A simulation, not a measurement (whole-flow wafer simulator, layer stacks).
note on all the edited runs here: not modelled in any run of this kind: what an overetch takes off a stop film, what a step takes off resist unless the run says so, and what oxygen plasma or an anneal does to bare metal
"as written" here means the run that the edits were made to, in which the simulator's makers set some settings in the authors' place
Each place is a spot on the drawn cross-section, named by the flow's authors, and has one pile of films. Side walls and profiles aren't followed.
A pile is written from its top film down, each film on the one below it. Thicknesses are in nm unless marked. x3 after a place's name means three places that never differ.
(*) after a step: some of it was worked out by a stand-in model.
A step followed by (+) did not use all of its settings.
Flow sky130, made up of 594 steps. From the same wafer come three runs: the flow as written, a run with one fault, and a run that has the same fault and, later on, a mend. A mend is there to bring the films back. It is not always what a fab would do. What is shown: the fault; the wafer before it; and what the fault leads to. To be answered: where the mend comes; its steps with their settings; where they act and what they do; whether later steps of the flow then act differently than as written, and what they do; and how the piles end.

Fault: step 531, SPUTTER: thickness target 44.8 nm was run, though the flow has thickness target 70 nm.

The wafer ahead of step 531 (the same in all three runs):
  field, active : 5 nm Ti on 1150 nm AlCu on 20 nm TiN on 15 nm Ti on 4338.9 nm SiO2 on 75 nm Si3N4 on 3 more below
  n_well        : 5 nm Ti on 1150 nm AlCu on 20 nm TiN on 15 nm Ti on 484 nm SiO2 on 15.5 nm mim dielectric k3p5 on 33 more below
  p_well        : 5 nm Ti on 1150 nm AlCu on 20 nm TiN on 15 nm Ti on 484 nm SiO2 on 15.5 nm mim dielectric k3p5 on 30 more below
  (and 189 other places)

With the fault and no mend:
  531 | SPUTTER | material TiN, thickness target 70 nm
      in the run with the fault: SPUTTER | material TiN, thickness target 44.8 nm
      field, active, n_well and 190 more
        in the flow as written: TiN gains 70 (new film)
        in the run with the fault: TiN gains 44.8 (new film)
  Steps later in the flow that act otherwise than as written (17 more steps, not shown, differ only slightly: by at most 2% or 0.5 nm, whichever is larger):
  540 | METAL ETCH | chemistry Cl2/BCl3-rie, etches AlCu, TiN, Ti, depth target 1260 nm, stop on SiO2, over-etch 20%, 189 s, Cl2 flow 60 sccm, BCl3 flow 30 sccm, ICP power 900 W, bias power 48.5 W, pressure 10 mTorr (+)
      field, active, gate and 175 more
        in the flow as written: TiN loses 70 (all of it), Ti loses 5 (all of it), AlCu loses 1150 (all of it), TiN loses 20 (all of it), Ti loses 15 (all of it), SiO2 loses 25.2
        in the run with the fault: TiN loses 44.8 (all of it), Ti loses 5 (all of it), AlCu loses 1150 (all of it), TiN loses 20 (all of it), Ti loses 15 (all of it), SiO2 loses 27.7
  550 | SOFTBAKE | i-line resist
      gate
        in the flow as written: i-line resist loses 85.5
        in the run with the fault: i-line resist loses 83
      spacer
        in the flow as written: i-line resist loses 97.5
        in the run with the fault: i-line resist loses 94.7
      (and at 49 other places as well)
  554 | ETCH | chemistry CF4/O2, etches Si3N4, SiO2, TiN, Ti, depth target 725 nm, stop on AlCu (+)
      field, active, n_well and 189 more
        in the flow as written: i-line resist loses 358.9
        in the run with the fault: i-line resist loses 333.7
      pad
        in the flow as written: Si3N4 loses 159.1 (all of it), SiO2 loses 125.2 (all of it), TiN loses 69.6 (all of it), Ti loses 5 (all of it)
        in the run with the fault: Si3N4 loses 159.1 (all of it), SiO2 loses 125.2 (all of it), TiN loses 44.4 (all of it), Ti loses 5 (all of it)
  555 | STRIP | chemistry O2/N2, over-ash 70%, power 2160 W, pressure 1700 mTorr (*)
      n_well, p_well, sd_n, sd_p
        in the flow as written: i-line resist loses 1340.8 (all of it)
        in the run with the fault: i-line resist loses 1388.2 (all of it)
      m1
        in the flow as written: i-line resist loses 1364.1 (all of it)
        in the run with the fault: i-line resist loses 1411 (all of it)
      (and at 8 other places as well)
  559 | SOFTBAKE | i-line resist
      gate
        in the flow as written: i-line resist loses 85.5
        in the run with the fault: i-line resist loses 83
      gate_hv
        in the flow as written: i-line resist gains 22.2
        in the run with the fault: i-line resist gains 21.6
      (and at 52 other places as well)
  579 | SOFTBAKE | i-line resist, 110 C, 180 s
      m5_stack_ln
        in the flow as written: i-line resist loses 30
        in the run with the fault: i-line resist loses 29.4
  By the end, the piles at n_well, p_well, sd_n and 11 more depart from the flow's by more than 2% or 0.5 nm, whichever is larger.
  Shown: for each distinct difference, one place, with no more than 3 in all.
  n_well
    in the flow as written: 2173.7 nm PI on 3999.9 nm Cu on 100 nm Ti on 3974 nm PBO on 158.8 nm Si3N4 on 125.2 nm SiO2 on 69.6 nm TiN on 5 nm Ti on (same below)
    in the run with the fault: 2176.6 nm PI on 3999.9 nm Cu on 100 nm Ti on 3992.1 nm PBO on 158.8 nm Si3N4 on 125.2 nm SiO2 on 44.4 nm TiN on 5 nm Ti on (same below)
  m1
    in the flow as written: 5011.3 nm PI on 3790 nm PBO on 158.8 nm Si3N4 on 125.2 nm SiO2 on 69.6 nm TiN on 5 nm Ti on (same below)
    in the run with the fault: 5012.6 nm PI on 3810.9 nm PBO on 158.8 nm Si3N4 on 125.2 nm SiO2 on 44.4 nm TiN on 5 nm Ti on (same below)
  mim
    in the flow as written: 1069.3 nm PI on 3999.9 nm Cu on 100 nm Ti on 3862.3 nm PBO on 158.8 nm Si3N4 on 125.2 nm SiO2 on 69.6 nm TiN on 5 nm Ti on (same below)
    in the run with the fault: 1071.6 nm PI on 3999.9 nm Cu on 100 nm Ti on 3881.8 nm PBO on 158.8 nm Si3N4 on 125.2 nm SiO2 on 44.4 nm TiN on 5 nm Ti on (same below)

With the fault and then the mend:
  After step 531 comes the mend.
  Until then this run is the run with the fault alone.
  531a | SPUTTER | material TiN, thickness target 25.2 nm (the flow's step 531 again, with other settings)
      field, active, n_well and 190 more
        TiN gains 25.2
  Later steps of the flow that are run all act as written at every place that is followed.
  By the end, the piles equal the flow's at every place that both follow.
